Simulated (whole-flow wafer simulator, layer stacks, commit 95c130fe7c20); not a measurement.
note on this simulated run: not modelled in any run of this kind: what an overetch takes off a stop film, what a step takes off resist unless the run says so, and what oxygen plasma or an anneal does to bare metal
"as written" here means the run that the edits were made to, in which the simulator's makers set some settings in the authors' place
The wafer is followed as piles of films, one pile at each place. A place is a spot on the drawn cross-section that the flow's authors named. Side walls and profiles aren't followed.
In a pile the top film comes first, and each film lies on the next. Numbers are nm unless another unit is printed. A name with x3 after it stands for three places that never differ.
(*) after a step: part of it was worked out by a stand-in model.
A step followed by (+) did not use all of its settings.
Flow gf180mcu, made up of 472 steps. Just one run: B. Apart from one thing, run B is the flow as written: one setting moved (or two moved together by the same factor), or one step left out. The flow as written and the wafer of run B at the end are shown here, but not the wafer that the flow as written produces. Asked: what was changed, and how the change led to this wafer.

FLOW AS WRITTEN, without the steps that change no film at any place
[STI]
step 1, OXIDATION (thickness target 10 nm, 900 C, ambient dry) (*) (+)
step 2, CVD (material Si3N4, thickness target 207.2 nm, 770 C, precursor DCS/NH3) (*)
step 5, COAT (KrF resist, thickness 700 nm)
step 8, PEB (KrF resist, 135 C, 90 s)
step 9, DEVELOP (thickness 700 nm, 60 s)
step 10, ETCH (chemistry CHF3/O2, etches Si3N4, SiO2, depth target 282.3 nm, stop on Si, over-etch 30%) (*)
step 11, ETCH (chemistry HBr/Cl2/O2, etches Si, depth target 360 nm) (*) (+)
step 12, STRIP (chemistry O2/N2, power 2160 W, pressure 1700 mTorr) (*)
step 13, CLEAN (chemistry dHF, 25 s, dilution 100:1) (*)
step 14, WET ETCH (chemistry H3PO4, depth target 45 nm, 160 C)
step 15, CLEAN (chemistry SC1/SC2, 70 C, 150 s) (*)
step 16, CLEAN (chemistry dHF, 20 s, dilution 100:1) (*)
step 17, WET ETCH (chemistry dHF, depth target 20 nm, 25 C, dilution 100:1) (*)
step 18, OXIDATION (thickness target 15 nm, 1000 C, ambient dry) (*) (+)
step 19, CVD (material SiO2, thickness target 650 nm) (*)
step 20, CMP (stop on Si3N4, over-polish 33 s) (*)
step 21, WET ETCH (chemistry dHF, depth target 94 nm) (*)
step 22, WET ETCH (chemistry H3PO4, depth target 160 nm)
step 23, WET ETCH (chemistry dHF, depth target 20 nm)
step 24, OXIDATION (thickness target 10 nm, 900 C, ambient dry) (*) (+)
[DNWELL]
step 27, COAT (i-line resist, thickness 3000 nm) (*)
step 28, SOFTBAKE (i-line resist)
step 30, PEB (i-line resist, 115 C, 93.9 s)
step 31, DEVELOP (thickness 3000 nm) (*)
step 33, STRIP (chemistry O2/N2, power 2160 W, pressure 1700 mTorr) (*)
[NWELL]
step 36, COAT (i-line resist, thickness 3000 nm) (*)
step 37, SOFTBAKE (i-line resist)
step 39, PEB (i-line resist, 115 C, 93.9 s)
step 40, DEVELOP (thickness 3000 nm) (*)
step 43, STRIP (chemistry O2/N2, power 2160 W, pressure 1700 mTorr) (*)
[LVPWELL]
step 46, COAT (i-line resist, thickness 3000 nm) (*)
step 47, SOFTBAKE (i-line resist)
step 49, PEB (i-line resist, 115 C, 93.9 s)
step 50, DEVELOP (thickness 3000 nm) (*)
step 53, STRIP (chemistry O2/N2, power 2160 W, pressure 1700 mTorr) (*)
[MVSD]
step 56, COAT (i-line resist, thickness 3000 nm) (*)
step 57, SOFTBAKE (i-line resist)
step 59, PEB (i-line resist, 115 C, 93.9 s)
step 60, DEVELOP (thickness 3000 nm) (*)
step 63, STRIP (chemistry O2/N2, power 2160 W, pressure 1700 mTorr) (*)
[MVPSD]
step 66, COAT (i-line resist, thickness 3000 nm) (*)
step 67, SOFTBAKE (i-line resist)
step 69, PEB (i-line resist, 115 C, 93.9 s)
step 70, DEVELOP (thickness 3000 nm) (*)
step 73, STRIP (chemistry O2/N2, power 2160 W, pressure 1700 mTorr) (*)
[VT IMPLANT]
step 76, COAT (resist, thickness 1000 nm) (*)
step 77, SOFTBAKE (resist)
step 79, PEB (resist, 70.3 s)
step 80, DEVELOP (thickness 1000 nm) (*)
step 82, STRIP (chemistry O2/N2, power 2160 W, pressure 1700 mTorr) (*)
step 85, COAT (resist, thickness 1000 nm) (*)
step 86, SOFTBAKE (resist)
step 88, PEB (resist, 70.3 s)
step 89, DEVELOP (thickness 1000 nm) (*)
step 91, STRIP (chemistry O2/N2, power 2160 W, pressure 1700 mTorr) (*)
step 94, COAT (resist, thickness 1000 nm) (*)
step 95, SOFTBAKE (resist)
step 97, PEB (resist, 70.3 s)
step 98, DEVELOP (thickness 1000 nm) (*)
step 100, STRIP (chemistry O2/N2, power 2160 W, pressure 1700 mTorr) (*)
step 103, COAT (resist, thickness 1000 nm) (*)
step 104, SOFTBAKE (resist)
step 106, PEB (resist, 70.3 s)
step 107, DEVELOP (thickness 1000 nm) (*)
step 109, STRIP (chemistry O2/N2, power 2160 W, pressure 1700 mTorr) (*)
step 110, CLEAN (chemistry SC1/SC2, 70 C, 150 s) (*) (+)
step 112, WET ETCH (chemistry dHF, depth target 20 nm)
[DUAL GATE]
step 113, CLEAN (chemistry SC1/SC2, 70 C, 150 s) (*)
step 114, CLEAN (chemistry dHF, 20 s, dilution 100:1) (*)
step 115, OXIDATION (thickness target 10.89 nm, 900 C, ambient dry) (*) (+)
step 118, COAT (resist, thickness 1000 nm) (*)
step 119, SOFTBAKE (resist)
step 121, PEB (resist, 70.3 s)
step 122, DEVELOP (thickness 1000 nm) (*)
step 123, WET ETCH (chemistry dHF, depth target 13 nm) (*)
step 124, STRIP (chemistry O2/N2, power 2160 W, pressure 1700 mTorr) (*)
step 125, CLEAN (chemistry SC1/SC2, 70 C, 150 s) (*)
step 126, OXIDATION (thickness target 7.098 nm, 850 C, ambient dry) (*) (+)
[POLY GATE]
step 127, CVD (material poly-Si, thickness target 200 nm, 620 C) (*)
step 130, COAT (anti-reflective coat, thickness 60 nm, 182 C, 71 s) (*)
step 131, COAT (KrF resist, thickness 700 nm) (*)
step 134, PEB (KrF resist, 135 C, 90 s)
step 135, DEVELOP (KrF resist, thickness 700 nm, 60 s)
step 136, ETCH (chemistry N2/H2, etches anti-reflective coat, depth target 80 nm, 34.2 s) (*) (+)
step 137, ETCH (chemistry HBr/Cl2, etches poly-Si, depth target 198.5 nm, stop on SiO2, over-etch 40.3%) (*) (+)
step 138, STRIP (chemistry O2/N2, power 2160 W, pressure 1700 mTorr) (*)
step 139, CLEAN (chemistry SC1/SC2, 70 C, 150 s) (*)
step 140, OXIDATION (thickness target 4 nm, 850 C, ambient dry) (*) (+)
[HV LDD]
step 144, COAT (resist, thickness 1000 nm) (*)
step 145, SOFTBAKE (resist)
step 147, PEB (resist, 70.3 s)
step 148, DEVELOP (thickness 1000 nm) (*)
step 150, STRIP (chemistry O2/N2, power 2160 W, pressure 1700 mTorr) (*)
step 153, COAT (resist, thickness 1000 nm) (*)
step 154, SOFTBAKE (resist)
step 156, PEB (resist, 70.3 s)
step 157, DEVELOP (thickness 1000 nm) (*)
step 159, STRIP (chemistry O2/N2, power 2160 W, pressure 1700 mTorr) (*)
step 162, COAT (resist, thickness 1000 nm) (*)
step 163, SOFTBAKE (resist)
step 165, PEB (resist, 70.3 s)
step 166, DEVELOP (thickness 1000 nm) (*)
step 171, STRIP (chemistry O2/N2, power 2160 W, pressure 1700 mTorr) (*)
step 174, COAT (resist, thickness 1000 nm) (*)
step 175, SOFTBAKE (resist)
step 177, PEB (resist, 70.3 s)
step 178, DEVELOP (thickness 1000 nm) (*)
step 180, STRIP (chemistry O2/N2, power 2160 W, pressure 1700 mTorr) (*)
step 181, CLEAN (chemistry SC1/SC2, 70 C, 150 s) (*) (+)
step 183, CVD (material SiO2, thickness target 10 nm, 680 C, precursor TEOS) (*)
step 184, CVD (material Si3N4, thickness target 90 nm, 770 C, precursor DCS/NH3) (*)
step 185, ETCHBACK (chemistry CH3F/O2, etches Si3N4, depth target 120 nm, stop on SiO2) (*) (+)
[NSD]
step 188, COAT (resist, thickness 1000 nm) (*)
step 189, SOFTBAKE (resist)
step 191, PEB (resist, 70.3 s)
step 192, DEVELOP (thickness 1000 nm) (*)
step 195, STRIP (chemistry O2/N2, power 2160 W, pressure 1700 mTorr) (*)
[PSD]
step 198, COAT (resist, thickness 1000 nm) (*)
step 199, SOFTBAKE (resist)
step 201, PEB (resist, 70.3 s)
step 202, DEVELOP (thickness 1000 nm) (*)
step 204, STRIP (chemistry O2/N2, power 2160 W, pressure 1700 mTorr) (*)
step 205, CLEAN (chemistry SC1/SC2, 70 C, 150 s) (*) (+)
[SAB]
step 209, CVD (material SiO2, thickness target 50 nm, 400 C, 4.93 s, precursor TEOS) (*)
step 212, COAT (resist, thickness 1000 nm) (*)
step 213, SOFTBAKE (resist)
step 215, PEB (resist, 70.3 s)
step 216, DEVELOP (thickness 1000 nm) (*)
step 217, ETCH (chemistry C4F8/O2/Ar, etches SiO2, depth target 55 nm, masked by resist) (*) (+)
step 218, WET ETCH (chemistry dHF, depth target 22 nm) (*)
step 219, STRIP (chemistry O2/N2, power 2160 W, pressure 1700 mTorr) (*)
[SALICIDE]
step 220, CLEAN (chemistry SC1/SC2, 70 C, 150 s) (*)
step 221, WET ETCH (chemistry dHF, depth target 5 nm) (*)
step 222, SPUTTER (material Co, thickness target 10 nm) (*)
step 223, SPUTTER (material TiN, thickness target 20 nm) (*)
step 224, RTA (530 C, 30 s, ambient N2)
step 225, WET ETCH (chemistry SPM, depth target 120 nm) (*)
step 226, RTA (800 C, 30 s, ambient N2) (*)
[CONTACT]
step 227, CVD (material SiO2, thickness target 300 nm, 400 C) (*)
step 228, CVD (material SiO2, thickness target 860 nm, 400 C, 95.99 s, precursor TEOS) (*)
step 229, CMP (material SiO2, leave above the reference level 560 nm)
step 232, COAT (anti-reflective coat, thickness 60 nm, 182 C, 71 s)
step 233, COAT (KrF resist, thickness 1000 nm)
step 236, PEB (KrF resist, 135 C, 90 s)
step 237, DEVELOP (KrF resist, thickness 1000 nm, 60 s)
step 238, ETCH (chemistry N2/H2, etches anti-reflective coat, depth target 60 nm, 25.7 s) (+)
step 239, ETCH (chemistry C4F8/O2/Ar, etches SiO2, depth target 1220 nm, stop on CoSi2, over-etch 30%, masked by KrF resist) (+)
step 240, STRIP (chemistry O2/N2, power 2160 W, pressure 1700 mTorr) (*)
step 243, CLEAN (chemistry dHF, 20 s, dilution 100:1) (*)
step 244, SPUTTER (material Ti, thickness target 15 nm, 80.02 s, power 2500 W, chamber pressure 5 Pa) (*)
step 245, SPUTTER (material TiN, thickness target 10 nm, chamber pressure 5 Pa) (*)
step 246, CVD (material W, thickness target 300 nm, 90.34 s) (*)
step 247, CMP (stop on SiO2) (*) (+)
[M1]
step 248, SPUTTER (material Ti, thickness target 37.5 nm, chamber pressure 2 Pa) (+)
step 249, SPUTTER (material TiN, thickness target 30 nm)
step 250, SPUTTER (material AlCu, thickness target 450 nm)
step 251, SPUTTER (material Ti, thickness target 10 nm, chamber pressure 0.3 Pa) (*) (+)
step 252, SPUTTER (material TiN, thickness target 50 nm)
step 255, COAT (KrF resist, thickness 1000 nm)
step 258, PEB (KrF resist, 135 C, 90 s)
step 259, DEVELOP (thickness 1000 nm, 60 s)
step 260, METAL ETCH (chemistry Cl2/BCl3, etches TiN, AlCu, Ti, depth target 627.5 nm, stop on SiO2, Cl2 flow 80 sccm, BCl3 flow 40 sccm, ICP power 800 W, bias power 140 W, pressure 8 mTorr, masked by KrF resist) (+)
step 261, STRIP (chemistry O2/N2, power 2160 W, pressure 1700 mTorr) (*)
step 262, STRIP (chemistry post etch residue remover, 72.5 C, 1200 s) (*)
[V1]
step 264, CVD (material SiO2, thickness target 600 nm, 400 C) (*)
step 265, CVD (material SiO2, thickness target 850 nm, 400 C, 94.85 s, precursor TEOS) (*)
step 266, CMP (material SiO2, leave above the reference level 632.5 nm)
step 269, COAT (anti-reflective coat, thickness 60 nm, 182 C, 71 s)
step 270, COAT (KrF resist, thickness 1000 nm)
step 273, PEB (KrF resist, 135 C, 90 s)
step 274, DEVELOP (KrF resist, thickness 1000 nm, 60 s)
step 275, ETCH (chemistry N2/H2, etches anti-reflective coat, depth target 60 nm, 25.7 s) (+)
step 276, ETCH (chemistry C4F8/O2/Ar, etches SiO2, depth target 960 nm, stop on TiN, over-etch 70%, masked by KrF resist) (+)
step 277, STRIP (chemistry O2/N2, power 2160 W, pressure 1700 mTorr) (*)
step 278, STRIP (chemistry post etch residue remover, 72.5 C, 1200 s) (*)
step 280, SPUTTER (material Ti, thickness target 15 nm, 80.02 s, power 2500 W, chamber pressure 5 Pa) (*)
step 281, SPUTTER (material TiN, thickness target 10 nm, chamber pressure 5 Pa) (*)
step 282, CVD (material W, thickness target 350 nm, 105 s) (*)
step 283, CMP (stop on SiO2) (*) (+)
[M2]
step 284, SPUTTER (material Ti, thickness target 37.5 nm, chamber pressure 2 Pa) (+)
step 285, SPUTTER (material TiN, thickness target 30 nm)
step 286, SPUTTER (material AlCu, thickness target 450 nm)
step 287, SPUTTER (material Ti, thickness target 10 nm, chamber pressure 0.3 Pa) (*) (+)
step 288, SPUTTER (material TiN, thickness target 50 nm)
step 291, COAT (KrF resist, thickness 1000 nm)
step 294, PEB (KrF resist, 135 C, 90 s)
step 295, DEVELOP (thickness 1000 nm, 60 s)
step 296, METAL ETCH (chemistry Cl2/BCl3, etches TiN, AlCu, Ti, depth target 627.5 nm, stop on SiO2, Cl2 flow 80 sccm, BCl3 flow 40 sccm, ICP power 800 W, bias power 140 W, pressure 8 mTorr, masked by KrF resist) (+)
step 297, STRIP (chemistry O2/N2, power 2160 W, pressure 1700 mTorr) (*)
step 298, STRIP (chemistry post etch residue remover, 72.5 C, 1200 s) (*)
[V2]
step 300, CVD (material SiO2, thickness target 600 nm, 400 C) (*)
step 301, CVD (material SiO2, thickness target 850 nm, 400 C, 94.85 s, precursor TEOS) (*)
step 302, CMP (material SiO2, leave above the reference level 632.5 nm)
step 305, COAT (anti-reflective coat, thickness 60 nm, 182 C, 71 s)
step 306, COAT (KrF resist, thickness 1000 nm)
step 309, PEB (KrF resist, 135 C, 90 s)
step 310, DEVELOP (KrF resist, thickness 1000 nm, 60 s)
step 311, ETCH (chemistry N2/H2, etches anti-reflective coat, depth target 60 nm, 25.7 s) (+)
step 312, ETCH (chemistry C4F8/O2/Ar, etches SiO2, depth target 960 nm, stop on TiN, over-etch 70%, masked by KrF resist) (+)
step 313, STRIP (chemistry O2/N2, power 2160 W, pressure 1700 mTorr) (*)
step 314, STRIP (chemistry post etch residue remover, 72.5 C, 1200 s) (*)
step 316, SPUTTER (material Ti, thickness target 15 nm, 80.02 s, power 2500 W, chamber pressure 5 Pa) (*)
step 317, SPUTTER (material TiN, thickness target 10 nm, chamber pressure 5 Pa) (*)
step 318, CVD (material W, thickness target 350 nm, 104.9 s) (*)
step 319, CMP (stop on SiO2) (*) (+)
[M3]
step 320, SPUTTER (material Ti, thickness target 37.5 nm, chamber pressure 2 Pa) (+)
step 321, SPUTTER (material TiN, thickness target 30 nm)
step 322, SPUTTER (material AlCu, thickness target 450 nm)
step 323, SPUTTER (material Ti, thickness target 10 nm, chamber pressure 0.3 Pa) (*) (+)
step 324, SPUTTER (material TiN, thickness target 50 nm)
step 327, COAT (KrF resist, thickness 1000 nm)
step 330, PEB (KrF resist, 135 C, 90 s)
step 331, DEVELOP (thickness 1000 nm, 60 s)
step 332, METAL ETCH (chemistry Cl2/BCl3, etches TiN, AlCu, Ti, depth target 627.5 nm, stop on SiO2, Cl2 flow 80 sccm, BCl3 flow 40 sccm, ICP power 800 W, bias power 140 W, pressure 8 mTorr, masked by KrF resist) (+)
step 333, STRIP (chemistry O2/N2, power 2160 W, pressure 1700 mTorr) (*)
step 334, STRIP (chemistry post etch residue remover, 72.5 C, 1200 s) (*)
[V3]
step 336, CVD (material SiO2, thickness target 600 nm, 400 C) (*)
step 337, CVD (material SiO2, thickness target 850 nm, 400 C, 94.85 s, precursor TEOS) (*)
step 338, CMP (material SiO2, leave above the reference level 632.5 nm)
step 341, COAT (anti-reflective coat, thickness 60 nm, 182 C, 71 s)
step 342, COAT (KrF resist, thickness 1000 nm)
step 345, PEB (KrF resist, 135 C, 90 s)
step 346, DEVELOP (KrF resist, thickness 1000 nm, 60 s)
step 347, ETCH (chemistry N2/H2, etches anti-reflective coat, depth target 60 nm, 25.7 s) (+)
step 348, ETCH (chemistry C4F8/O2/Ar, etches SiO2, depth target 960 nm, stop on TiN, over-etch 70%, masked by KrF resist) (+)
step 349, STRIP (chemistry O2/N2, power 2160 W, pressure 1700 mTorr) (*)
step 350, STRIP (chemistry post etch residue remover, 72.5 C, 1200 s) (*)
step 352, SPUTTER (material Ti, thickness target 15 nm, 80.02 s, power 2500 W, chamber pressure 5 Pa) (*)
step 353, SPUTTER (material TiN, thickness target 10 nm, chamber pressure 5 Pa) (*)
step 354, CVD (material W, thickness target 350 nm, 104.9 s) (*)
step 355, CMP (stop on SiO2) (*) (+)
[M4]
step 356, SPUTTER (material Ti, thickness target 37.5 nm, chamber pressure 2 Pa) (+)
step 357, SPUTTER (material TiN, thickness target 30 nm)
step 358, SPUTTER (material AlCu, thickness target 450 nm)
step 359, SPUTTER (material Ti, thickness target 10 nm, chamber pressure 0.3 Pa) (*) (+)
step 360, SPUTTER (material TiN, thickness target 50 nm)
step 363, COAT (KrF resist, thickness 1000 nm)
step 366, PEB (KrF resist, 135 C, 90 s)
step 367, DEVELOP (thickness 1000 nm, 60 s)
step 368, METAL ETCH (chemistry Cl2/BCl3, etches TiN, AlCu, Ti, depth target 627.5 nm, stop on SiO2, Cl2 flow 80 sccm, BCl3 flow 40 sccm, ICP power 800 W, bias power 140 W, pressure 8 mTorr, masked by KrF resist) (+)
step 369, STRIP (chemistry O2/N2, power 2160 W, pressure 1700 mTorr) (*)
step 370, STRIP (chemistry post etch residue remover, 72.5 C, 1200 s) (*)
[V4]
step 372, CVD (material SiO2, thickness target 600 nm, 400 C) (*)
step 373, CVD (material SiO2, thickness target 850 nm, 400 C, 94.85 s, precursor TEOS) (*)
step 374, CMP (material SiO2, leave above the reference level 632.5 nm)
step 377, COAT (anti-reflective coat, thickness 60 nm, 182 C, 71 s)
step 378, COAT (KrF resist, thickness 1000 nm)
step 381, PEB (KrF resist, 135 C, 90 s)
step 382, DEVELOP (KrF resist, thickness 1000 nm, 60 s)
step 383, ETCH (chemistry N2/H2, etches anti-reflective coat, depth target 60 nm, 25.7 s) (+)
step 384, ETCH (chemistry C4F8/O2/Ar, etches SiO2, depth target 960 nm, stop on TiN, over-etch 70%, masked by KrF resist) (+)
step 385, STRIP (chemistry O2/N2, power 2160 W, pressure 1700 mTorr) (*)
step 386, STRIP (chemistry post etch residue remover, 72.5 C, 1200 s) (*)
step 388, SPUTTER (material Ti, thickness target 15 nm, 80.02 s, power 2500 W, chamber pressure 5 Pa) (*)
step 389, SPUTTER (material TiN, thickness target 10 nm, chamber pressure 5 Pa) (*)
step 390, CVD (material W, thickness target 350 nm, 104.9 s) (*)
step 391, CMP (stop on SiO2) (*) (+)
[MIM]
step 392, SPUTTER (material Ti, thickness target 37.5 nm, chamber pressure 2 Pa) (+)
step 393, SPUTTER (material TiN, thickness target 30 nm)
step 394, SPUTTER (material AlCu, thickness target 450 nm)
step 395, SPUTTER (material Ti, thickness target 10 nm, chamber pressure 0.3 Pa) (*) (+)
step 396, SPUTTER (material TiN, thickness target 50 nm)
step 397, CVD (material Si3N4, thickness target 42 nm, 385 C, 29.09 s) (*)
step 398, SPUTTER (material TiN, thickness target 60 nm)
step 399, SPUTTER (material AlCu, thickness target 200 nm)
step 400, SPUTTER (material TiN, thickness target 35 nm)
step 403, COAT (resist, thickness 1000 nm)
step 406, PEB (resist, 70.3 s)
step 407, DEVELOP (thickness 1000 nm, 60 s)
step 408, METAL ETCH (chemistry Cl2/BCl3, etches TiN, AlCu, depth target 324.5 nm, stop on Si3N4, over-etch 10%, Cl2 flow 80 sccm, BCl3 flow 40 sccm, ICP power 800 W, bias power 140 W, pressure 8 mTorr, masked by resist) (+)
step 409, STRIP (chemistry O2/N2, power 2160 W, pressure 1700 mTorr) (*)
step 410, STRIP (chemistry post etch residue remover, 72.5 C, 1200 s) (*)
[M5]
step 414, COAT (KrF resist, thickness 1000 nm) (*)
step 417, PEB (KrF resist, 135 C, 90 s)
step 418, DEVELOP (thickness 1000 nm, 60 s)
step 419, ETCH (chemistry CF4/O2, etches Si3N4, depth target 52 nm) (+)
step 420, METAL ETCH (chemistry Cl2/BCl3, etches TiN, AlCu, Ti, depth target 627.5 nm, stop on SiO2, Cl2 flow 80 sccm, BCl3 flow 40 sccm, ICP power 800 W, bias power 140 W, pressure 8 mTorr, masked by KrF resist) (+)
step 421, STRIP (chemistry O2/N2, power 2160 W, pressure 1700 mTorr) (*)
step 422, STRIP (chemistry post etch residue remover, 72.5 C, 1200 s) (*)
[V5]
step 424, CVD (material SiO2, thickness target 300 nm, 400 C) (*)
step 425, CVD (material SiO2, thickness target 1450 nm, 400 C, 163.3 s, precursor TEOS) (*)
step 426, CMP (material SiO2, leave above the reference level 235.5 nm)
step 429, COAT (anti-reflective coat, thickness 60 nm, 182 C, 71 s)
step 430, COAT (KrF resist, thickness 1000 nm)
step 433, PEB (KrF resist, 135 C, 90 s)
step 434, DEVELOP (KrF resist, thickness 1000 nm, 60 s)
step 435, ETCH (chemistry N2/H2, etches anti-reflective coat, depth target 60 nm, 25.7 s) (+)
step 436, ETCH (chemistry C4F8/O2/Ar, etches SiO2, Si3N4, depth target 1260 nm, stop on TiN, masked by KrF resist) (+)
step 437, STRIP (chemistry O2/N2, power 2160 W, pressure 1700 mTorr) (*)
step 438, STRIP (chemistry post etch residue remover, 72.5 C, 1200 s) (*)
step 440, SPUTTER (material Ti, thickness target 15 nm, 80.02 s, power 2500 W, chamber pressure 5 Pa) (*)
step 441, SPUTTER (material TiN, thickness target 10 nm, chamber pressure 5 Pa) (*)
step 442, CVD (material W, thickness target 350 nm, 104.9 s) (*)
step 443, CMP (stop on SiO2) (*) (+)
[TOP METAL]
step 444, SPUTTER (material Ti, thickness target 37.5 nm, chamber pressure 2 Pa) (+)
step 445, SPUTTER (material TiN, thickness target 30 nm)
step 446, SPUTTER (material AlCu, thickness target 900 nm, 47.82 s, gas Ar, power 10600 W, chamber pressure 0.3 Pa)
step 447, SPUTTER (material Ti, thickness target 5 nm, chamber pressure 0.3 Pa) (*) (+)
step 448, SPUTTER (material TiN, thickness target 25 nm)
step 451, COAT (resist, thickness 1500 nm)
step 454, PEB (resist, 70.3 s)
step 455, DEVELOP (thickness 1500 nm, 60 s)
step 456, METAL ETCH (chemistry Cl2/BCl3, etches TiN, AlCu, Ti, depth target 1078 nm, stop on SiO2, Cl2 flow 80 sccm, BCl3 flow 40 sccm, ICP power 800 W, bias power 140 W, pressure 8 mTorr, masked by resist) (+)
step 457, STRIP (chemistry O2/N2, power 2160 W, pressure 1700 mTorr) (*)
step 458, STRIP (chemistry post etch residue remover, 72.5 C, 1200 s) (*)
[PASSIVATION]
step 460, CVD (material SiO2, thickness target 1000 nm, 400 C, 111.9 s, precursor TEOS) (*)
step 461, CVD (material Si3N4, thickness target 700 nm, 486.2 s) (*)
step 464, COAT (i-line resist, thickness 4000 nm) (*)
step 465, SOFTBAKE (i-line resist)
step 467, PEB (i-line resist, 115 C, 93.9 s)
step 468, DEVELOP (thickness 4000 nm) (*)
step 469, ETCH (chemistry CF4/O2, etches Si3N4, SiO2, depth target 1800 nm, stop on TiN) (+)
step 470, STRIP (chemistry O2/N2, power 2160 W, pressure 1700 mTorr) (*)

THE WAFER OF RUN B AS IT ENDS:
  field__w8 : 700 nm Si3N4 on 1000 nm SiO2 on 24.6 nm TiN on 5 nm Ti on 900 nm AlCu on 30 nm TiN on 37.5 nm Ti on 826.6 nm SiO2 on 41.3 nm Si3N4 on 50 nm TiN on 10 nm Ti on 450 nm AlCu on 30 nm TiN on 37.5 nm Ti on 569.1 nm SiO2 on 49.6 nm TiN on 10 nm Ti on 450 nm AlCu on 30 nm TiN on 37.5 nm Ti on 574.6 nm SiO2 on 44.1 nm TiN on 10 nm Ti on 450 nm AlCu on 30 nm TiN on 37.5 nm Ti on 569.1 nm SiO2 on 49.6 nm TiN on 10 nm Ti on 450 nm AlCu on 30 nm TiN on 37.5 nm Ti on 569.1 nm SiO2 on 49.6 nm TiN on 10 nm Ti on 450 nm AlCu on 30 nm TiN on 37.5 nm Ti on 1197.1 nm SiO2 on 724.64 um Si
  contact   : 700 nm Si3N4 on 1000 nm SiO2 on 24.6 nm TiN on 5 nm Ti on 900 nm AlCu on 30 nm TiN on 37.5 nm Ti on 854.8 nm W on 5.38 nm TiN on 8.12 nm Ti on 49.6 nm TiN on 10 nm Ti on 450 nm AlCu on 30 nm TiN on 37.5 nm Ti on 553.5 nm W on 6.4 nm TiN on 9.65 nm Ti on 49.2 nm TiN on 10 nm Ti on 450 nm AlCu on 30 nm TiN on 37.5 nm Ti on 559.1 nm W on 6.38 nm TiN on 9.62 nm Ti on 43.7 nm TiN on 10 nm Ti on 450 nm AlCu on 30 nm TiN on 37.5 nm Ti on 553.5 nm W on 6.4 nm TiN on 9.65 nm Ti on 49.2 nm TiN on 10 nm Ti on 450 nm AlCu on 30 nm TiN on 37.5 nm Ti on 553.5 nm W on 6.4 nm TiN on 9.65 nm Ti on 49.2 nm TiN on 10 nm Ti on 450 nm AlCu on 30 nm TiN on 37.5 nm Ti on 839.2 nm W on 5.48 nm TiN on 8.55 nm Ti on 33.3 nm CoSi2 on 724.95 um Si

Cause: step 324, SPUTTER: thickness target 44.5 nm was run, whereas the flow has thickness target 50 nm.

How this came from the change, step by step:
  step 324, SPUTTER (material TiN, thickness target 50 nm)
      field, field__w1, field__w2 and 108 more: TiN gains 44.5 (new film) (it would be, as written: TiN gains 50 (new film))
  step 332, METAL ETCH (chemistry Cl2/BCl3, etches TiN, AlCu, Ti, depth target 627.5 nm, stop on SiO2, Cl2 flow 80 sccm, BCl3 flow 40 sccm, ICP power 800 W, bias power 140 W, pressure 8 mTorr, masked by KrF resist) (+)
      field, field__w1, field__w2 and 103 more: TiN loses 44.5 (all of it), Ti loses 10 (all of it), AlCu loses 450 (all of it), TiN loses 30 (all of it), Ti loses 37.5 (all of it) (it would be, as written: TiN loses 50 (all of it), Ti loses 10 (all of it), AlCu loses 450 (all of it), TiN loses 30 (all of it), Ti loses 37.5 (all of it))
